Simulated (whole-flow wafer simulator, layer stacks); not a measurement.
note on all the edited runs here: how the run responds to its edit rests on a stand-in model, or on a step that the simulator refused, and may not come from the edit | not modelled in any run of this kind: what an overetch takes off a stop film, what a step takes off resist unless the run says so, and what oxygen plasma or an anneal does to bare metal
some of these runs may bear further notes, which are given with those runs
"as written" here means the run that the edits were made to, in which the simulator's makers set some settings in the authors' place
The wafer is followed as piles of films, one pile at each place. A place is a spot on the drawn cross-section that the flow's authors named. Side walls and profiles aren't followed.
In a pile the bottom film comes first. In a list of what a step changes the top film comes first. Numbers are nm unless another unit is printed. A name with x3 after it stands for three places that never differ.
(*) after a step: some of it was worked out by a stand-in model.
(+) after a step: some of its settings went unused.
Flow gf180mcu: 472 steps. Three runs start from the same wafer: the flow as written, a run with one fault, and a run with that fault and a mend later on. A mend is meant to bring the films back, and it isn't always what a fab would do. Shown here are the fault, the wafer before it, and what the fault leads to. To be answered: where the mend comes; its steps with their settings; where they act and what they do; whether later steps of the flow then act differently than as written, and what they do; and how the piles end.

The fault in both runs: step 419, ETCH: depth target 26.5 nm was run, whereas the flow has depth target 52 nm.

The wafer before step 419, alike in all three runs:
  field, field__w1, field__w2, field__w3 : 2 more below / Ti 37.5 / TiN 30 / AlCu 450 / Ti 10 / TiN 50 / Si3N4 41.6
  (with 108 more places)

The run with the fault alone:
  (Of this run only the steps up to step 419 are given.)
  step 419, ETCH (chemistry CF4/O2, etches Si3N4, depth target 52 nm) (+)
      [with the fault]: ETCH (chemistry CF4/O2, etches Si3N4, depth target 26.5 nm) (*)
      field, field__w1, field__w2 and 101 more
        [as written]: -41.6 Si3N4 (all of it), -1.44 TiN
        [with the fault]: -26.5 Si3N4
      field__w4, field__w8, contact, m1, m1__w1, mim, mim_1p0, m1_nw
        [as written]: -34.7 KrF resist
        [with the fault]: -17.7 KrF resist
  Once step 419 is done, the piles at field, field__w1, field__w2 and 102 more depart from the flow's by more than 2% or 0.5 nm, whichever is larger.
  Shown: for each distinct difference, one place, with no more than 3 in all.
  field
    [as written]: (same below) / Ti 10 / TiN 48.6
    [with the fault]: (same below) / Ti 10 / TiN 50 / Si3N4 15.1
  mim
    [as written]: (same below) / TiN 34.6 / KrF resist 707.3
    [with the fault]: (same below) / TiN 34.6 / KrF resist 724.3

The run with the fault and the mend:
  The mend follows step 419.
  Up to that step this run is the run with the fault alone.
  step 419a, ETCH (chemistry CF4/O2, etches Si3N4, depth target 25.5 nm) (*) (+) (the flow's step 419 again, with other settings)
      field, field__w1, field__w2 and 101 more
        -15.1 Si3N4 (all of it), -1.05 TiN
      field__w4, field__w8, contact, m1, m1__w1, mim, mim_1p0, m1_nw
        -15.1 KrF resist
  None of the later steps of the flow differs from how it acts as written, at any place that is followed, by more than 2% or 0.5 nm, whichever is larger.
  At every place that both follow, the piles at the end match the flow's.
